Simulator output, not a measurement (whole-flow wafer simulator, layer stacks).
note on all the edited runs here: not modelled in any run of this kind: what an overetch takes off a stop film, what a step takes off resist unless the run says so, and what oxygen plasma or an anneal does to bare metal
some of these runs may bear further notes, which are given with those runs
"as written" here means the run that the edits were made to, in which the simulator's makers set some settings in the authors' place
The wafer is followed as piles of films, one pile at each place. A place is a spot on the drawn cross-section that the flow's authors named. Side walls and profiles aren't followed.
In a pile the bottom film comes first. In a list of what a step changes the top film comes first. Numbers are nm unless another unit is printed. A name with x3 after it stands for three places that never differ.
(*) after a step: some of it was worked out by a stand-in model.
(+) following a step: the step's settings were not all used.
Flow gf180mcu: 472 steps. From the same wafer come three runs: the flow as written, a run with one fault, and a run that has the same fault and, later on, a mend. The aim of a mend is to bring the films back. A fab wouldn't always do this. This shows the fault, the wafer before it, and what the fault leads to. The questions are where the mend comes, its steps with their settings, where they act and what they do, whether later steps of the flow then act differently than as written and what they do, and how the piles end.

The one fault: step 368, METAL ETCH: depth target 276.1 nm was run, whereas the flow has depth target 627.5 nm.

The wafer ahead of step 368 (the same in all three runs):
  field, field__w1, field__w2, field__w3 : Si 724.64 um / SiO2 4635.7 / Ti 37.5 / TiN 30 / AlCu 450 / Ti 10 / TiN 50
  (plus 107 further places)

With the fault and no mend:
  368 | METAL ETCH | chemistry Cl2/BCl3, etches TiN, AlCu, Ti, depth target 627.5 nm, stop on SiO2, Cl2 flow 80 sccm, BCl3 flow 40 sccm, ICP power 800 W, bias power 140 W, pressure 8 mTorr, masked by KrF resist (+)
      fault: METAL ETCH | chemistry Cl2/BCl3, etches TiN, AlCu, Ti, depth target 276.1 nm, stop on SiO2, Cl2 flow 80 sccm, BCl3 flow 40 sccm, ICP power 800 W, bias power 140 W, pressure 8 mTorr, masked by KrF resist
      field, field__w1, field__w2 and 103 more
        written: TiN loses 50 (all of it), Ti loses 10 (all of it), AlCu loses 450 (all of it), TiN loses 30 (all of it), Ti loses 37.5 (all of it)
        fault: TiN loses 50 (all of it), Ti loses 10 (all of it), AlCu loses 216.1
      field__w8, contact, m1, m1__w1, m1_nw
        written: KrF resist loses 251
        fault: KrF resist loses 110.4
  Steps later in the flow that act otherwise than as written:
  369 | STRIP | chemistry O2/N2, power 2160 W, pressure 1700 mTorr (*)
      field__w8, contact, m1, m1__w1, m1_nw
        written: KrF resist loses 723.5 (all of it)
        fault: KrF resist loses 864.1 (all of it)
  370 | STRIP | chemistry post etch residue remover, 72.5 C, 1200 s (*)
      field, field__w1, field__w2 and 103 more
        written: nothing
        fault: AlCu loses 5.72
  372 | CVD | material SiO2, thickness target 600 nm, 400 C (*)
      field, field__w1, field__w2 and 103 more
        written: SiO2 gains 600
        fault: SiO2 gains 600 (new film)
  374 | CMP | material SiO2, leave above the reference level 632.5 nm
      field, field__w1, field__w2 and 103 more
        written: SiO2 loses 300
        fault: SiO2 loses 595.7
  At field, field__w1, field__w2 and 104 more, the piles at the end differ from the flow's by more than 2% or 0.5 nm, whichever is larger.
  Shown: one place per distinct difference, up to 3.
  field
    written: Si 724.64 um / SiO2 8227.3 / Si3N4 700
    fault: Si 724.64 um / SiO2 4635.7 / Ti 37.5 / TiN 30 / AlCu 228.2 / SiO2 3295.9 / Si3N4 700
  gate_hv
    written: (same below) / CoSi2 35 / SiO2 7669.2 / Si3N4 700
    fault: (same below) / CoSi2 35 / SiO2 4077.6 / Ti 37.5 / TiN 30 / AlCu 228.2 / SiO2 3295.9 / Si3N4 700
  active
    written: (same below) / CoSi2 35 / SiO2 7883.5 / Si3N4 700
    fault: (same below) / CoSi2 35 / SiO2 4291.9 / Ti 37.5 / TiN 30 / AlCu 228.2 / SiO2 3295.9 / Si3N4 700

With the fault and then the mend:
  The mend stands after step 368.
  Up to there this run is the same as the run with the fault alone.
  368a | METAL ETCH | chemistry Cl2/BCl3, etches TiN, AlCu, Ti, depth target 351.4 nm, stop on SiO2, Cl2 flow 80 sccm, BCl3 flow 40 sccm, ICP power 800 W, bias power 140 W, pressure 8 mTorr, masked by KrF resist (+) (the flow's step 368, run once more with other settings)
      field, field__w1, field__w2 and 103 more
        AlCu loses 233.9 (all of it), TiN loses 30 (all of it), Ti loses 37.5 (all of it)
      field__w8, contact, m1, m1__w1, m1_nw
        KrF resist loses 140.6
  None of the later steps of the flow acts differently than as written at any place that is followed.
  By the end, the piles equal the flow's at every place that both follow.
